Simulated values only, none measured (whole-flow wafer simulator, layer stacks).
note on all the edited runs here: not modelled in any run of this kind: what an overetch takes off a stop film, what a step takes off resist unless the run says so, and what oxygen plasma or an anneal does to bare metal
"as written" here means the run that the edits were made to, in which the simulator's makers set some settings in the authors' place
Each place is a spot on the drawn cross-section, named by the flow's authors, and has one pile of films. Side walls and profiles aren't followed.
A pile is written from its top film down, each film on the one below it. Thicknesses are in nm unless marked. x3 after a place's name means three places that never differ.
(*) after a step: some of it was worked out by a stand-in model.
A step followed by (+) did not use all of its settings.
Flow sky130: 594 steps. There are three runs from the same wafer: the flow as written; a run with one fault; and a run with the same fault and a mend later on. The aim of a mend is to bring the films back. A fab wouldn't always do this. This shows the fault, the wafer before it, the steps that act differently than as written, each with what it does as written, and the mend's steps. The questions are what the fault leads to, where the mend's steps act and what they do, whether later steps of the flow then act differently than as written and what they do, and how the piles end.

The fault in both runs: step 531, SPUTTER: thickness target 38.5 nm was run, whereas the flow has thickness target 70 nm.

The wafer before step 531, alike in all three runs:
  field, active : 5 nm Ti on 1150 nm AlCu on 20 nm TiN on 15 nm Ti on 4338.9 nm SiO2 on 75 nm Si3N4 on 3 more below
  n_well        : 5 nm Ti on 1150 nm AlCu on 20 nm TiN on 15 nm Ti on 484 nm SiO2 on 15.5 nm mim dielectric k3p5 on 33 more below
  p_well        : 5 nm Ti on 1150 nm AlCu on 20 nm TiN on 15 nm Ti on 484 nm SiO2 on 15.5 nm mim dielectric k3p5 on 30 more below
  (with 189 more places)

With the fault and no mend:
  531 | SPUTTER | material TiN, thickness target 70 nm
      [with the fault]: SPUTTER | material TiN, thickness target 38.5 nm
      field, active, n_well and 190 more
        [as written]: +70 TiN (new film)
        [with the fault]: +38.5 TiN (new film)
  Steps later in the flow that act otherwise than as written (17 other steps are not shown; they differ only slightly, by no more than 2% or 0.5 nm, whichever is larger):
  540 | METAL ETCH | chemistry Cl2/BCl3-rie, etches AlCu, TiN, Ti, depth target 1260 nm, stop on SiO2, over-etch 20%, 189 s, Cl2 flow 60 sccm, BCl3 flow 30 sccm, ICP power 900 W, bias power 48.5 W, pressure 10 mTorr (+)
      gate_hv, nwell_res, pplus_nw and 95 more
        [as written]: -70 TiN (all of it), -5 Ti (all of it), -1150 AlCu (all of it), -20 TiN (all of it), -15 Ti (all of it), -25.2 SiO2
        [with the fault]: -38.5 TiN (all of it), -5 Ti (all of it), -1150 AlCu (all of it), -20 TiN (all of it), -15 Ti (all of it), -28.4 SiO2
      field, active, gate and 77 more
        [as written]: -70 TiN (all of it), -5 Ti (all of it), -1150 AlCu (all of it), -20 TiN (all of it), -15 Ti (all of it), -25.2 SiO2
        [with the fault]: -38.5 TiN (all of it), -5 Ti (all of it), -1150 AlCu (all of it), -20 TiN (all of it), -15 Ti (all of it), -28.3 SiO2
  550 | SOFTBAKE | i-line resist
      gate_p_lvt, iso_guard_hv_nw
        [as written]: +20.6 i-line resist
        [with the fault]: +20 i-line resist
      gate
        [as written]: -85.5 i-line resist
        [with the fault]: -82.4 i-line resist
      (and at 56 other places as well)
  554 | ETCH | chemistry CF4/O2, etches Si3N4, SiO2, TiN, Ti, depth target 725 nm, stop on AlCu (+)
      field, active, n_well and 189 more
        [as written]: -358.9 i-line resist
        [with the fault]: -327.4 i-line resist
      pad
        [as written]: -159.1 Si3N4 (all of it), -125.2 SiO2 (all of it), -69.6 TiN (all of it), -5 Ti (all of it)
        [with the fault]: -159.1 Si3N4 (all of it), -125.2 SiO2 (all of it), -38.1 TiN (all of it), -5 Ti (all of it)
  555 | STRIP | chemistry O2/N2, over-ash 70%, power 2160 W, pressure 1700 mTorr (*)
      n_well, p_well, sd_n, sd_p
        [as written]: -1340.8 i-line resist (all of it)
        [with the fault]: -1400 i-line resist (all of it)
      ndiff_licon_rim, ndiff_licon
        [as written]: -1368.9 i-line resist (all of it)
        [with the fault]: -1427.3 i-line resist (all of it)
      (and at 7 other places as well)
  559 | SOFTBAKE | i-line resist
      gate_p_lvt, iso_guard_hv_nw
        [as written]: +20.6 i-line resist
        [with the fault]: +20 i-line resist
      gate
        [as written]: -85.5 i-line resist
        [with the fault]: -82.4 i-line resist
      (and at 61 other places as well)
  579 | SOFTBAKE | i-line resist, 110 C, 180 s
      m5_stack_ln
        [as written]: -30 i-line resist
        [with the fault]: -29.2 i-line resist
  At n_well, p_well, sd_n and 11 more, the piles at the end differ from the flow's by more than 2% or 0.5 nm, whichever is larger.
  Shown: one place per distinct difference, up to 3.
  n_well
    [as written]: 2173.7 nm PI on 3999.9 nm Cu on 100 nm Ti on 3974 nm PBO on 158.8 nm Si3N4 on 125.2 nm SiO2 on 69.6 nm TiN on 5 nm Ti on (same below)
    [with the fault]: 2177.4 nm PI on 3999.9 nm Cu on 100 nm Ti on 3996.6 nm PBO on 158.8 nm Si3N4 on 125.2 nm SiO2 on 38.1 nm TiN on 5 nm Ti on (same below)
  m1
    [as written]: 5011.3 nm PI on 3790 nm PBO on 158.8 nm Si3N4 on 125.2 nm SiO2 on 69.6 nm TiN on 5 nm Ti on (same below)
    [with the fault]: 5012.9 nm PI on 3816.2 nm PBO on 158.8 nm Si3N4 on 125.2 nm SiO2 on 38.1 nm TiN on 5 nm Ti on (same below)
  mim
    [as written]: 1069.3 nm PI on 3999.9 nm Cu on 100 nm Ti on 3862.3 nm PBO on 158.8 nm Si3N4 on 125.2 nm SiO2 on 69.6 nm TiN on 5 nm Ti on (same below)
    [with the fault]: 1072.1 nm PI on 3999.9 nm Cu on 100 nm Ti on 3886.6 nm PBO on 158.8 nm Si3N4 on 125.2 nm SiO2 on 38.1 nm TiN on 5 nm Ti on (same below)

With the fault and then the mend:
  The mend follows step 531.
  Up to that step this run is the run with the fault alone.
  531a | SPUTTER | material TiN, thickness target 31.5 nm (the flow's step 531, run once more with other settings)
      field, active, n_well and 190 more
        +31.5 TiN
  None of the later steps of the flow acts differently than as written at any place that is followed.
  At every place that both follow, the piles at the end match the flow's.
